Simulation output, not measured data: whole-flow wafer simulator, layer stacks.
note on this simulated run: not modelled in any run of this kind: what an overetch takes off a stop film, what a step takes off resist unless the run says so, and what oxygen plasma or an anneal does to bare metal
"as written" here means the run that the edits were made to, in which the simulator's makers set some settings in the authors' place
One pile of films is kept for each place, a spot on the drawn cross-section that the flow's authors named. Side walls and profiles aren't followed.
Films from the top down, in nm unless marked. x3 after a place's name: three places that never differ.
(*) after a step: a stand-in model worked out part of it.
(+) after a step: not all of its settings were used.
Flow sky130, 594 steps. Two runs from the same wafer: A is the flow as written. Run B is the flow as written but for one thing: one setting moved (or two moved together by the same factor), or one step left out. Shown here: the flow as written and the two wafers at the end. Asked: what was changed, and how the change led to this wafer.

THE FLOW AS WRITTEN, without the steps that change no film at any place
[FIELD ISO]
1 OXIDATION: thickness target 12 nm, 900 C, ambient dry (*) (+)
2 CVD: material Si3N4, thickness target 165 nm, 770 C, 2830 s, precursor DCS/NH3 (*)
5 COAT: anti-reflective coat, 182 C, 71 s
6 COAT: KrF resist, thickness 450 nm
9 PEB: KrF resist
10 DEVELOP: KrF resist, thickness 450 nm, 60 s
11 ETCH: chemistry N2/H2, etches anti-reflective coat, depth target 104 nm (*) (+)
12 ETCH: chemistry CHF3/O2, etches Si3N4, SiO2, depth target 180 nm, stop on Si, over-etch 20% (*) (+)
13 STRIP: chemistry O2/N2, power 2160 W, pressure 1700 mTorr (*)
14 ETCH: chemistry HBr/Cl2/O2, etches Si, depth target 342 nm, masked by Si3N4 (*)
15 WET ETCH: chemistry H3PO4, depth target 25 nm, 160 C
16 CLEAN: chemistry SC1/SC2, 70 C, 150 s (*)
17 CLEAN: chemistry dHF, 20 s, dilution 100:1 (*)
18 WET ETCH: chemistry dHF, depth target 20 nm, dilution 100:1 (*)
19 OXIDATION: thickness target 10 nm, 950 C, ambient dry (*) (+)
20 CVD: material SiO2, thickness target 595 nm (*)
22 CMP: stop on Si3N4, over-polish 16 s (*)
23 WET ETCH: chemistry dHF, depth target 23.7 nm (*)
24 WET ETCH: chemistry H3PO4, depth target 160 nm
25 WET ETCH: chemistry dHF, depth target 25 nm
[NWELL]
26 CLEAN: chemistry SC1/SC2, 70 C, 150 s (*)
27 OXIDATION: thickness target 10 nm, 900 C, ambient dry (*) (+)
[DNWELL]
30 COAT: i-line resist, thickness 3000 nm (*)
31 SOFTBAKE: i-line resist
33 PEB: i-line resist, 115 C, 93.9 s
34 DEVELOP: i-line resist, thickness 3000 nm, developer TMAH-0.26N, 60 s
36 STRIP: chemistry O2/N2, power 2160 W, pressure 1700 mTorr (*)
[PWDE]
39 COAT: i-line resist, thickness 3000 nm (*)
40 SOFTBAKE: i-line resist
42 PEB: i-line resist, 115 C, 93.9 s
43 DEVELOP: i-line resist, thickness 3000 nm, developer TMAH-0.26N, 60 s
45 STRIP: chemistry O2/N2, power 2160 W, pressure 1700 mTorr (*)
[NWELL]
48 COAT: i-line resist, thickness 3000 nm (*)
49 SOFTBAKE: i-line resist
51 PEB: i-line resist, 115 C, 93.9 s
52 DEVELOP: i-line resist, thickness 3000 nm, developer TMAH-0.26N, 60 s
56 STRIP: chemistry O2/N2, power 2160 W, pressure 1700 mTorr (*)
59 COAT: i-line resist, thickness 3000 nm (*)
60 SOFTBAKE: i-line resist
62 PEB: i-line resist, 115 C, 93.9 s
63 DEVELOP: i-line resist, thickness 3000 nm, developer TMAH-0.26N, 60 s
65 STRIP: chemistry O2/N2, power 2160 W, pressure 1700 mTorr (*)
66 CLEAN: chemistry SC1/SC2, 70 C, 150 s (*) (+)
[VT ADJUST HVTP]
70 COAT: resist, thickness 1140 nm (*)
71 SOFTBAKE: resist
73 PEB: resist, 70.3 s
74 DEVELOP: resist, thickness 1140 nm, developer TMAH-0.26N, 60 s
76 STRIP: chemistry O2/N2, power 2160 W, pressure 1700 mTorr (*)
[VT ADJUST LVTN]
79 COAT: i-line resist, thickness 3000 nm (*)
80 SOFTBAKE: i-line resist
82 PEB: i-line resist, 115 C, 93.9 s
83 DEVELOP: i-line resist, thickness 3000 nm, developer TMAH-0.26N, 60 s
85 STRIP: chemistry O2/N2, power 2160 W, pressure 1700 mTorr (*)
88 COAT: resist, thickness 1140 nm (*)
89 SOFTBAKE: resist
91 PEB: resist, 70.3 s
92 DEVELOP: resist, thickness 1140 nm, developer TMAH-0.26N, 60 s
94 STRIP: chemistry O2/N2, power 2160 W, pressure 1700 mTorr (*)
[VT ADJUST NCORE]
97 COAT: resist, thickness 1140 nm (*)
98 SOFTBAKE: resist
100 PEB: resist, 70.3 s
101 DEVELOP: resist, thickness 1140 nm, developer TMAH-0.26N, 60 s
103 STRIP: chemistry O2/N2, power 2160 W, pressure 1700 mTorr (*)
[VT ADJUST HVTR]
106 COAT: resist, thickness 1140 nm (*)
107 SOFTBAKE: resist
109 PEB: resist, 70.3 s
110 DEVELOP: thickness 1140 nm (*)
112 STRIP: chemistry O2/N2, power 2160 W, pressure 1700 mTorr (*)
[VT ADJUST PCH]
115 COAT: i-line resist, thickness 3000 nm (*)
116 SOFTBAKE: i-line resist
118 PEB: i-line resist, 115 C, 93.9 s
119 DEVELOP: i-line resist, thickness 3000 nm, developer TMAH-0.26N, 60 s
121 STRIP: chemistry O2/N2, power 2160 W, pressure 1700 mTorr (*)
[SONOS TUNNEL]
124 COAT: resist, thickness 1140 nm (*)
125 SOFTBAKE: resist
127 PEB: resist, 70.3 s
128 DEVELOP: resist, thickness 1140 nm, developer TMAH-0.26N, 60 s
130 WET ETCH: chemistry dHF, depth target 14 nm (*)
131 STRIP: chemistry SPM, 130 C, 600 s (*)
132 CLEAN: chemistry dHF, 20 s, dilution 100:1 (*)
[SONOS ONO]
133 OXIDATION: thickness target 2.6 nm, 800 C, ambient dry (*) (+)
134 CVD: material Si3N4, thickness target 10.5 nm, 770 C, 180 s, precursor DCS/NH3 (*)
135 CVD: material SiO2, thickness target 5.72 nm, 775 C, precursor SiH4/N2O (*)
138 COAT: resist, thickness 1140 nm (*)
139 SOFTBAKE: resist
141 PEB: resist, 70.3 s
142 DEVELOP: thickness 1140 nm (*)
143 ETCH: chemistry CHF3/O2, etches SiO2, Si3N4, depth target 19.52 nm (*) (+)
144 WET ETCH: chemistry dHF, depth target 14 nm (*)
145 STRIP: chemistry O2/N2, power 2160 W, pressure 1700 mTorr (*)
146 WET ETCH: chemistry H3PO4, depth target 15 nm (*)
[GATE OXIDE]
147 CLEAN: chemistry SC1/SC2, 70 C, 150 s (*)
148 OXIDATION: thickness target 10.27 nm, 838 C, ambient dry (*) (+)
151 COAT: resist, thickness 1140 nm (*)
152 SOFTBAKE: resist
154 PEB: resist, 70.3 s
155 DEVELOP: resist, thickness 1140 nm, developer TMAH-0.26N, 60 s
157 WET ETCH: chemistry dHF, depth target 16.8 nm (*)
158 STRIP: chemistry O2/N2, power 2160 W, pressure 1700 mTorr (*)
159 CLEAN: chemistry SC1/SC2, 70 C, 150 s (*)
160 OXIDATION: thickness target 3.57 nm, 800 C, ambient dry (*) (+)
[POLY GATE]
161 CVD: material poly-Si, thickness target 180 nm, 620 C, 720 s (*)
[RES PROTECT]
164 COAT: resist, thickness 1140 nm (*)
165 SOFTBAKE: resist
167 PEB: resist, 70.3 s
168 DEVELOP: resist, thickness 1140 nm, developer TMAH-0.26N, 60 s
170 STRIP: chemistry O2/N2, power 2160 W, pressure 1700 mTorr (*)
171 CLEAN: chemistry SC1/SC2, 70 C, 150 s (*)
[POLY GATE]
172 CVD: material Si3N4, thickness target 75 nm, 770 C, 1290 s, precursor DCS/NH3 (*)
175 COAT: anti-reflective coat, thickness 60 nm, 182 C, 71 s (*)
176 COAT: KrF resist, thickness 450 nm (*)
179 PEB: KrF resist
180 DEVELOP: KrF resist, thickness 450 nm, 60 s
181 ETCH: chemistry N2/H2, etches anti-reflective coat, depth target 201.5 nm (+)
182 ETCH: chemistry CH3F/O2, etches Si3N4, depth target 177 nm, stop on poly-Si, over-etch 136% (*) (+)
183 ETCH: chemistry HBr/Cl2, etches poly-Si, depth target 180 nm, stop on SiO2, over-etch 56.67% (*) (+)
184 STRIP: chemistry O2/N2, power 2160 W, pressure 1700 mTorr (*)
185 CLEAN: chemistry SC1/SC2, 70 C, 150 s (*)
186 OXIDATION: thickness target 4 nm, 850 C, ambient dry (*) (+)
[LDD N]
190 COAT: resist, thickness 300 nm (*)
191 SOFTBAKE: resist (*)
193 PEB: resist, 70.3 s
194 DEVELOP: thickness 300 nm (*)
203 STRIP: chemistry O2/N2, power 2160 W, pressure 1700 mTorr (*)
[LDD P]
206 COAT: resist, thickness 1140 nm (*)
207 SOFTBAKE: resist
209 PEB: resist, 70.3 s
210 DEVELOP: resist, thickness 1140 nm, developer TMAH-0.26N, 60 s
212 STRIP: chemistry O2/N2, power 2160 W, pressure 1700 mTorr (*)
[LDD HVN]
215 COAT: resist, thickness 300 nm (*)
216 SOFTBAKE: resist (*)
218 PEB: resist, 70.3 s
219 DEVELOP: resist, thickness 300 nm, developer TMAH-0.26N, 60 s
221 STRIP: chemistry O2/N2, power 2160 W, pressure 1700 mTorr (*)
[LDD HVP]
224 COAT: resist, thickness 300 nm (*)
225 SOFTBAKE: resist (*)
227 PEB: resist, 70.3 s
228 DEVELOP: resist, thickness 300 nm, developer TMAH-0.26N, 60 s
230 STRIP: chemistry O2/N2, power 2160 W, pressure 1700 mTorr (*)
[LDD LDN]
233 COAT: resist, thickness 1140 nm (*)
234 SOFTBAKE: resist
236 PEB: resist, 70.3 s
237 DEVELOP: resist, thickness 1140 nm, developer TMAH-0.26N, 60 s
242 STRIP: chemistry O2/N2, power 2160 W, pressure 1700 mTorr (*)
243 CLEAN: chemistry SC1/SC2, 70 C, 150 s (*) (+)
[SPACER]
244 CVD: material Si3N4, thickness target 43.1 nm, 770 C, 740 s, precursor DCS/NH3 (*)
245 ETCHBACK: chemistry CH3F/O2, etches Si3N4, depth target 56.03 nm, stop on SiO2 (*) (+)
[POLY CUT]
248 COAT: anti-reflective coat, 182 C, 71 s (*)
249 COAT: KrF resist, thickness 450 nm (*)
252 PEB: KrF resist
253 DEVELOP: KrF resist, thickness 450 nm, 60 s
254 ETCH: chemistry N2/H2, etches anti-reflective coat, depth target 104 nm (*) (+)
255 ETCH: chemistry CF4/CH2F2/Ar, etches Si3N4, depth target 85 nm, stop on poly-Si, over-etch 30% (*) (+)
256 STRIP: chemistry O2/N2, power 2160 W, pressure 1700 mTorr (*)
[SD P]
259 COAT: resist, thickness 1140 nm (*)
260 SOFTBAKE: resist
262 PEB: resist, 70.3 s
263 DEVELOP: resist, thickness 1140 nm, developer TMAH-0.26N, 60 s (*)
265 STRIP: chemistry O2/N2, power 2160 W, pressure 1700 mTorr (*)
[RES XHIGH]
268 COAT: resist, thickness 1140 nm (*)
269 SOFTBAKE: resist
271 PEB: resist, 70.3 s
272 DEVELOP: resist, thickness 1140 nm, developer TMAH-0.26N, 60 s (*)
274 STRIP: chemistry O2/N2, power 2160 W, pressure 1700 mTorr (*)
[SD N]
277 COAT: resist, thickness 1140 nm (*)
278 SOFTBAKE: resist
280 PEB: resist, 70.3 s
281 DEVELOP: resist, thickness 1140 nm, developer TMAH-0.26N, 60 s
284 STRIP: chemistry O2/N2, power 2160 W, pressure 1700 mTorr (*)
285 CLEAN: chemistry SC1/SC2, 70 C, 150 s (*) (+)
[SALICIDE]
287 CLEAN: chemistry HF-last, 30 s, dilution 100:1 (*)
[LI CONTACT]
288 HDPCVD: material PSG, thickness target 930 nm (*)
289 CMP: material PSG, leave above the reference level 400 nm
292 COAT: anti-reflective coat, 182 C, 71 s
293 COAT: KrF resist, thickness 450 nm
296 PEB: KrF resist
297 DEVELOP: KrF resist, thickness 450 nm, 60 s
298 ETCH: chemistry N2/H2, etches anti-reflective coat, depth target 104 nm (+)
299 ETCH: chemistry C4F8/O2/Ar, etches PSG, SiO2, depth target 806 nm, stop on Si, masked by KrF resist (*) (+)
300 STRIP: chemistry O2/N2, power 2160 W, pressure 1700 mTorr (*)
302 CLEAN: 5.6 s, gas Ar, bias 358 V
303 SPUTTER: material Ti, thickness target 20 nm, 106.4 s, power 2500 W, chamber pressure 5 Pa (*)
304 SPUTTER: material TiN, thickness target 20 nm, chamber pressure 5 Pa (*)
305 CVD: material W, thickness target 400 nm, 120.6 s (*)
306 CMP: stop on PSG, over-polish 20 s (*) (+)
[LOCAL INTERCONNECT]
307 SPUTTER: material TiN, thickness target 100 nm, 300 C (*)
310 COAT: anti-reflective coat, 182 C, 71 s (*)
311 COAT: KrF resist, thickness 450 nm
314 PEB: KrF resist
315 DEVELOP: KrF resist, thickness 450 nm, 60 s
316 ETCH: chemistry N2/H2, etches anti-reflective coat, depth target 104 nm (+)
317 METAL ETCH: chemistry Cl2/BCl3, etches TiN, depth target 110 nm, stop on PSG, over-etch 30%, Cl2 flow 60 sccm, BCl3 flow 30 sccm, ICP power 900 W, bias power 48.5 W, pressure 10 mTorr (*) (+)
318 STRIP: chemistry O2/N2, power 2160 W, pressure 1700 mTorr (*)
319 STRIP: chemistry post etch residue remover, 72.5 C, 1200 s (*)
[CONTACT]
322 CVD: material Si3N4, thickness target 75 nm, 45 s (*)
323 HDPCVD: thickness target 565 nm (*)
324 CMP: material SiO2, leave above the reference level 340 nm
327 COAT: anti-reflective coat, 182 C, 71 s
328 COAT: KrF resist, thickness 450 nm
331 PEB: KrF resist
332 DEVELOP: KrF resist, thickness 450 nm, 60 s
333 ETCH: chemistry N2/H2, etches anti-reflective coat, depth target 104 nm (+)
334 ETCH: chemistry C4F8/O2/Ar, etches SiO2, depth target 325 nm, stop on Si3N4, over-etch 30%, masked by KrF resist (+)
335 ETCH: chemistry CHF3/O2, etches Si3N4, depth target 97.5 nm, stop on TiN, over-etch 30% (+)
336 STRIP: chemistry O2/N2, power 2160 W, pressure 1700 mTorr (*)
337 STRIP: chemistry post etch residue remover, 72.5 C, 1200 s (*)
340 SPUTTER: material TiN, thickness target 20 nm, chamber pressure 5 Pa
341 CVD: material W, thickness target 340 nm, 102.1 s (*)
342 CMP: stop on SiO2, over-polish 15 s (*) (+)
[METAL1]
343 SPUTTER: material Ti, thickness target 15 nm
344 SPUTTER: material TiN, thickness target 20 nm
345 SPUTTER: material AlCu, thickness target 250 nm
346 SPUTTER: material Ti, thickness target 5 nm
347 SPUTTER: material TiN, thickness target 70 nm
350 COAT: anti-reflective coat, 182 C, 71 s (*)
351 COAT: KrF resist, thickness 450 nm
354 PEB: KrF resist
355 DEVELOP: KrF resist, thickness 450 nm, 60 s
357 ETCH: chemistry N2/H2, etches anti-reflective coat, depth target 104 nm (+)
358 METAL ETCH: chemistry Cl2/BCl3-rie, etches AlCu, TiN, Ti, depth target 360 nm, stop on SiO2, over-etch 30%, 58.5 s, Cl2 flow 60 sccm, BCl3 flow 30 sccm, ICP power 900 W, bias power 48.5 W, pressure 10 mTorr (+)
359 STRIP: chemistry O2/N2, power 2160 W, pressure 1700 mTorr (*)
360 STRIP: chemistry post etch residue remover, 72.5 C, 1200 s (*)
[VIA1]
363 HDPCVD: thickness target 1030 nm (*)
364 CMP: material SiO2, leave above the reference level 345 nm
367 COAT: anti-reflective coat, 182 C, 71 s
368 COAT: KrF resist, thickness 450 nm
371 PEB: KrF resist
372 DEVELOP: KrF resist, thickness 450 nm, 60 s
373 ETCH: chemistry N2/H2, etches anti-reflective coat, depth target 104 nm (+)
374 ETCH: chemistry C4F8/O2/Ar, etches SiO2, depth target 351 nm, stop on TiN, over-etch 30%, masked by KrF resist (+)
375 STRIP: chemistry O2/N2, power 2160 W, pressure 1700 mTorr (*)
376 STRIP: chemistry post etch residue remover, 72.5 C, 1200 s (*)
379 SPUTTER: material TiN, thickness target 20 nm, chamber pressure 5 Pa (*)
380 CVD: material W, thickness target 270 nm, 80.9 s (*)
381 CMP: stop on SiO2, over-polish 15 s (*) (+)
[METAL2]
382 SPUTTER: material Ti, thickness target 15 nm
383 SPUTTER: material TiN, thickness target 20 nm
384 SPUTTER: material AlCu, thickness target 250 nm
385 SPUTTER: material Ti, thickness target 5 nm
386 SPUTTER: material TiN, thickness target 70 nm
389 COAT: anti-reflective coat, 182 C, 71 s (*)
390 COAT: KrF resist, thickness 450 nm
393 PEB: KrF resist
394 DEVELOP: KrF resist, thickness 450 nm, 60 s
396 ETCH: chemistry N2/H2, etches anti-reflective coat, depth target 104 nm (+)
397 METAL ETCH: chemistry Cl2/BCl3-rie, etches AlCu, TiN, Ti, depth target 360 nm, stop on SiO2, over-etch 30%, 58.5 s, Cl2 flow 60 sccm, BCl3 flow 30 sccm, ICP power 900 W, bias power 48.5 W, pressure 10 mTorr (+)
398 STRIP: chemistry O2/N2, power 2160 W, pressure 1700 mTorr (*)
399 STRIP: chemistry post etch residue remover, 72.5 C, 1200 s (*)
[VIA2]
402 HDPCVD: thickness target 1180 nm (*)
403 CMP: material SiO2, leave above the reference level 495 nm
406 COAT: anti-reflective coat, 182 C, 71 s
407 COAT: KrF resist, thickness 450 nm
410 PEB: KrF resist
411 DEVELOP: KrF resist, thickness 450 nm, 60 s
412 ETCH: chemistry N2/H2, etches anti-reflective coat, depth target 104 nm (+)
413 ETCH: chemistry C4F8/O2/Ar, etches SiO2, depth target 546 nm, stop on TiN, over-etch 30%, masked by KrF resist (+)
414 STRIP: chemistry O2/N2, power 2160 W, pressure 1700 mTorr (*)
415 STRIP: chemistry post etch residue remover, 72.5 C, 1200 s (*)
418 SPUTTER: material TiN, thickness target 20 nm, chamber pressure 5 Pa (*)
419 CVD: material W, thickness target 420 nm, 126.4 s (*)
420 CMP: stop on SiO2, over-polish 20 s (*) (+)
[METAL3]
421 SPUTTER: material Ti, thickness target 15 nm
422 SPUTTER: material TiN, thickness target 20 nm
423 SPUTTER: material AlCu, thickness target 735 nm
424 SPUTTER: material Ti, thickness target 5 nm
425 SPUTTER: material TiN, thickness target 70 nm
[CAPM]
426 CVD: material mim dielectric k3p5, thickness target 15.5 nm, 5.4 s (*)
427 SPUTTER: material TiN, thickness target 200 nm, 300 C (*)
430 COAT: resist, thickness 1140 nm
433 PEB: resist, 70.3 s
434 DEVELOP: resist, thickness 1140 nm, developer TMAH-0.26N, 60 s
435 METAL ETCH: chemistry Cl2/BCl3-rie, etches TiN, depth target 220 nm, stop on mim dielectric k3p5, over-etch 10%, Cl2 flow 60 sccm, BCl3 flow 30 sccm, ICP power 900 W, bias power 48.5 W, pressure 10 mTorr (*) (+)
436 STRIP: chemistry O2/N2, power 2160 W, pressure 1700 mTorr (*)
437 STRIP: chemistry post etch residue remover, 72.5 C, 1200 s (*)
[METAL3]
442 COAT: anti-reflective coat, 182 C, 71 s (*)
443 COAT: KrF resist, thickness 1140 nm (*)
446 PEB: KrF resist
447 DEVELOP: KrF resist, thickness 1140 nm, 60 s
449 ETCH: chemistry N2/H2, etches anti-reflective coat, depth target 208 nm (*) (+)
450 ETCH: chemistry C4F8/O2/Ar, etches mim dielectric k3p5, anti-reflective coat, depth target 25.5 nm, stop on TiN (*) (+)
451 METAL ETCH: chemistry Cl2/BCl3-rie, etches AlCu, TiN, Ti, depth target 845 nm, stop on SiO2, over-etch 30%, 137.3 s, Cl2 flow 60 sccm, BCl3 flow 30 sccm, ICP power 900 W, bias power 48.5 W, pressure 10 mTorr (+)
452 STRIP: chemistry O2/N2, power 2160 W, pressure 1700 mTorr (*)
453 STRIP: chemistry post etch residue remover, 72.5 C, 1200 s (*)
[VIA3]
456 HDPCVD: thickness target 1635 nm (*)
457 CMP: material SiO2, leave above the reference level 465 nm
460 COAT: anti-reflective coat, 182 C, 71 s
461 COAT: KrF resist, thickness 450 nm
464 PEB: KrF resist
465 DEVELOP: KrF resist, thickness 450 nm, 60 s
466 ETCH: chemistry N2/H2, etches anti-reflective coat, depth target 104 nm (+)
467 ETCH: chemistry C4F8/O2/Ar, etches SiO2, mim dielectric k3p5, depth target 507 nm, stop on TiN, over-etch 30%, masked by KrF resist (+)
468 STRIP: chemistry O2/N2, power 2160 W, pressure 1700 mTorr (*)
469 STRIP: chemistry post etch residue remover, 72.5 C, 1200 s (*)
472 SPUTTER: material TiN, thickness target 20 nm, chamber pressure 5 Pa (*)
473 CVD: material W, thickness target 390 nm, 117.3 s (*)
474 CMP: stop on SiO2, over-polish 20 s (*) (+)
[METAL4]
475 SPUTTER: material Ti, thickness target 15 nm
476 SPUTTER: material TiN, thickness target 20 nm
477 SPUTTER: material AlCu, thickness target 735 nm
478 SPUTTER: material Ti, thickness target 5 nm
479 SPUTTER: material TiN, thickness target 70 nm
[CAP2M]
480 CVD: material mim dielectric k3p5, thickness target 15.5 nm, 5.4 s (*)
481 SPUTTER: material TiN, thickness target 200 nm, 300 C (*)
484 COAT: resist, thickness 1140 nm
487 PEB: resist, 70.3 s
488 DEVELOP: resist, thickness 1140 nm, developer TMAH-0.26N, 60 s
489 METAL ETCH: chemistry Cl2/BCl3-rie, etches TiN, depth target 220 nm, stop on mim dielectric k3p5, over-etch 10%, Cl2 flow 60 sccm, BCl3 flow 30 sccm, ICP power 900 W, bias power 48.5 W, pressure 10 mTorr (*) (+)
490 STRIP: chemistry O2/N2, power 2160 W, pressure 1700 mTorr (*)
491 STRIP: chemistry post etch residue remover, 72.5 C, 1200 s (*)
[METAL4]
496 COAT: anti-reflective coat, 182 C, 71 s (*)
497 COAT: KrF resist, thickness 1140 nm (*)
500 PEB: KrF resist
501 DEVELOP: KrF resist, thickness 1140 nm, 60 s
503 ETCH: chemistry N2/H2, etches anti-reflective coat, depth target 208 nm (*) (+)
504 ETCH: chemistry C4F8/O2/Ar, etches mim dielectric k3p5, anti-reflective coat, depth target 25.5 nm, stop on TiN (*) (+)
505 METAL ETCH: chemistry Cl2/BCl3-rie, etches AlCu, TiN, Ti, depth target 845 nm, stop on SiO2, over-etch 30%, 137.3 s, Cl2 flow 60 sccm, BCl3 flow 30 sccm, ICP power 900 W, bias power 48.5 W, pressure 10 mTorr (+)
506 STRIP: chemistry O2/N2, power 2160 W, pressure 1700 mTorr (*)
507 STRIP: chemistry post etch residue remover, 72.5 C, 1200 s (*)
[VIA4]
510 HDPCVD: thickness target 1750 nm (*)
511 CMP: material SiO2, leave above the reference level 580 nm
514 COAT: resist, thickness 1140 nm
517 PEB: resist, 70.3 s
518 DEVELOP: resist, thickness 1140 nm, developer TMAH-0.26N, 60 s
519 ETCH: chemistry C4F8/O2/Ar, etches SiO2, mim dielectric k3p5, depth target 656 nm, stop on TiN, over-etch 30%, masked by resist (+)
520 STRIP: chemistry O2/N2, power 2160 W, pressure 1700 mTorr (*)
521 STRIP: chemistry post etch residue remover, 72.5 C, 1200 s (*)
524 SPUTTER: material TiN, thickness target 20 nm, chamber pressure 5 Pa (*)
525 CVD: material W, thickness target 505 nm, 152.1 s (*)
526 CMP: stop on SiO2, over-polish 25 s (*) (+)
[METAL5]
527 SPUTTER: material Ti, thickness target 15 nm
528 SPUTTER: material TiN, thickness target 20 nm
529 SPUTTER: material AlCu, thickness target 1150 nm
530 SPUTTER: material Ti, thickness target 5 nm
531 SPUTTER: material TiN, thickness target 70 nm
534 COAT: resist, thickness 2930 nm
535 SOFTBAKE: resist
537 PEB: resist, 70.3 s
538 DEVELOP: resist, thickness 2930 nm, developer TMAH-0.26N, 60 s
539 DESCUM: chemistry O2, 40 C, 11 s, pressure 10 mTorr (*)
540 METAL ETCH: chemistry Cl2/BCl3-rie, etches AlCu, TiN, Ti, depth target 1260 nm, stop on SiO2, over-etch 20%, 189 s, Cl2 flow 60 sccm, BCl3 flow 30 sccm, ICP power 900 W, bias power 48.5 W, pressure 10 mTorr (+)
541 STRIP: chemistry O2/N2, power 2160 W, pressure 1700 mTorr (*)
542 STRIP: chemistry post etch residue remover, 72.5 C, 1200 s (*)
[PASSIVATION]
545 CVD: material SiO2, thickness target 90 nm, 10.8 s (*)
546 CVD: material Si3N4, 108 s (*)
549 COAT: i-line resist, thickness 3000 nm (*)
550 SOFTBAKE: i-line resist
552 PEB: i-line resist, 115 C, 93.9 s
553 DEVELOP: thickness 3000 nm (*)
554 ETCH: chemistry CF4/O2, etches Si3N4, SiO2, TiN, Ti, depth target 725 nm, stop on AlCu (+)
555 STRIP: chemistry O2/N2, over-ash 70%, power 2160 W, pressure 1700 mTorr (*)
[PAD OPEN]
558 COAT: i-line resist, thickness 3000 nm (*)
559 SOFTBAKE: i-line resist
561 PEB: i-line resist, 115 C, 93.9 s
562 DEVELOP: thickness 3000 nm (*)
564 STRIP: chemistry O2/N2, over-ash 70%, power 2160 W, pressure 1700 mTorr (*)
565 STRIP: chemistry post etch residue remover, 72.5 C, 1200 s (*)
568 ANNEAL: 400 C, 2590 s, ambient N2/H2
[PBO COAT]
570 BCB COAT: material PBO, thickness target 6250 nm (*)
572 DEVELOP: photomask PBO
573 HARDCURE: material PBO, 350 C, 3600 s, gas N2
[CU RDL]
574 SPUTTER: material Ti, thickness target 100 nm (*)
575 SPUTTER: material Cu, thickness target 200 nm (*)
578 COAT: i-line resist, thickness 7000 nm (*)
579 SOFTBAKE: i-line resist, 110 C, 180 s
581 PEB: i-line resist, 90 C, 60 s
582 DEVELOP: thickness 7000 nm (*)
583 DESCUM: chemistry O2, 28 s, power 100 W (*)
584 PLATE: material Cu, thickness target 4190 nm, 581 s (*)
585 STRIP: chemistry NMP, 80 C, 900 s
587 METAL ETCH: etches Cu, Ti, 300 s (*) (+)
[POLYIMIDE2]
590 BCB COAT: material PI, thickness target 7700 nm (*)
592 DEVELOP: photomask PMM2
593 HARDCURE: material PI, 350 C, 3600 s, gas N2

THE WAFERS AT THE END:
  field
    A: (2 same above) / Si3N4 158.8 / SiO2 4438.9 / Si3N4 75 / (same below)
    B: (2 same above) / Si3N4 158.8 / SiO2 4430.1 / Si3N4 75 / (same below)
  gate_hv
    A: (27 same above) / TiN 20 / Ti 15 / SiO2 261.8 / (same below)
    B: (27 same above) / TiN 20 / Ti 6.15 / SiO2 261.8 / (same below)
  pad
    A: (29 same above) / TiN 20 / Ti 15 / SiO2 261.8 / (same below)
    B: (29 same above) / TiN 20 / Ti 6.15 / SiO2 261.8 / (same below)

The cause: step 343, SPUTTER: thickness target 6.15 nm was run, where the flow has thickness target 15 nm.
It can be read off the wafer: gate_hv has Ti 6.15, and step 343 as written asks for 15 nm.

How the change led to this, step by step:
  343 SPUTTER: material Ti, thickness target 15 nm
      field, active, n_well and 188 more: A Ti +15 (new film) | B Ti +6.15 (new film)
  358 METAL ETCH: chemistry Cl2/BCl3-rie, etches AlCu, TiN, Ti, depth target 360 nm, stop on SiO2, over-etch 30%, 58.5 s, Cl2 flow 60 sccm, BCl3 flow 30 sccm, ICP power 900 W, bias power 48.5 W, pressure 10 mTorr (+)
      field, active, gate and 81 more: A TiN -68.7 (all of it), Ti -5 (all of it), AlCu -250 (all of it), TiN -20 (all of it), Ti -15 (all of it), SiO2 -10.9 | B TiN -68.7 (all of it), Ti -5 (all of it), AlCu -250 (all of it), TiN -20 (all of it), Ti -6.15 (all of it), SiO2 -11.8
